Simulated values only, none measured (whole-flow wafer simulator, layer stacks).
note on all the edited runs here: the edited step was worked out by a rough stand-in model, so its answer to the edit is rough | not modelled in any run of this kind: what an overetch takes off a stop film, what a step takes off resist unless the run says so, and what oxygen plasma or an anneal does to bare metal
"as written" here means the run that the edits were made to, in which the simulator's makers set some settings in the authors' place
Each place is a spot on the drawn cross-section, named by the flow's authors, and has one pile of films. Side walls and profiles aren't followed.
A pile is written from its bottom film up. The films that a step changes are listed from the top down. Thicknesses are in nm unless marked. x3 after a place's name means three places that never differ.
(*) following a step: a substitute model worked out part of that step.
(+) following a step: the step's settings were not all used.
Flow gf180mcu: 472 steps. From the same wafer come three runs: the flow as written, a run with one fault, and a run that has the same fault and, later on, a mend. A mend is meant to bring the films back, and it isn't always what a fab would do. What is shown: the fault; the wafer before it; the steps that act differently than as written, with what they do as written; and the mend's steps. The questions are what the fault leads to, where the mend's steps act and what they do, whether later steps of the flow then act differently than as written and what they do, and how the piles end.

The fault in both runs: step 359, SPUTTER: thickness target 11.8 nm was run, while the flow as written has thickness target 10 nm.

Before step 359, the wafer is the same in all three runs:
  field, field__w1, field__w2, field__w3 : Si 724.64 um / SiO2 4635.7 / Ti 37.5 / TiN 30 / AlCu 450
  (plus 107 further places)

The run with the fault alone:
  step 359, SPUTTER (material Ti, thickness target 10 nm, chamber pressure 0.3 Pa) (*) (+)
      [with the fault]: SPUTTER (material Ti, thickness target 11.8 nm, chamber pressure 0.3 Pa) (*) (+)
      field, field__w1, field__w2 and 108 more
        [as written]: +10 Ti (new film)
        [with the fault]: +11.8 Ti (new film)
  Later steps of the flow acting differently than as written (5 more steps, not shown, differ only slightly: by at most 2% or 0.5 nm, whichever is larger):
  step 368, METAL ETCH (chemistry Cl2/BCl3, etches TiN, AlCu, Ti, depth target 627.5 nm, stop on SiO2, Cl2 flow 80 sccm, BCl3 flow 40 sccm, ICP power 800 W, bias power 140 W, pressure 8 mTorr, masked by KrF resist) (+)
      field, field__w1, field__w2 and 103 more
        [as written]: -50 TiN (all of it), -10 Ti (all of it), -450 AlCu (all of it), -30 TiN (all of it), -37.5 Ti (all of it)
        [with the fault]: -50 TiN (all of it), -11.8 Ti (all of it), -450 AlCu (all of it), -30 TiN (all of it), -37.5 Ti (all of it)
  By the end, the piles at field__w8, contact, m1, m1__w1, m1_nw depart from the flow's by more than 2% or 0.5 nm, whichever is larger.
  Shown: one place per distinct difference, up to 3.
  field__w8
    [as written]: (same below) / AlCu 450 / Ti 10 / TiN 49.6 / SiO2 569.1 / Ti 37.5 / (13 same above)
    [with the fault]: (same below) / AlCu 450 / Ti 11.8 / TiN 49.6 / SiO2 567.3 / Ti 37.5 / (13 same above)
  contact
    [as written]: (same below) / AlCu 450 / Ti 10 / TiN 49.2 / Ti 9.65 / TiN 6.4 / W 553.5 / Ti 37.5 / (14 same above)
    [with the fault]: (same below) / AlCu 450 / Ti 11.8 / TiN 49.2 / Ti 9.66 / TiN 6.41 / W 551.7 / Ti 37.5 / (14 same above)

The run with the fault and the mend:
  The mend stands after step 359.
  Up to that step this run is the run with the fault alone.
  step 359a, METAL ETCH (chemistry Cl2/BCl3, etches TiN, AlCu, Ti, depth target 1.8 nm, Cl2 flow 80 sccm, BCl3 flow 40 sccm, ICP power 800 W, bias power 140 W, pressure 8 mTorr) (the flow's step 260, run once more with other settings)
      field, field__w1, field__w2 and 108 more
        -1.8 Ti
  Every later step of the flow that is run acts as written at every place that is followed.
  The piles end the same as the flow's at every place that both follow.
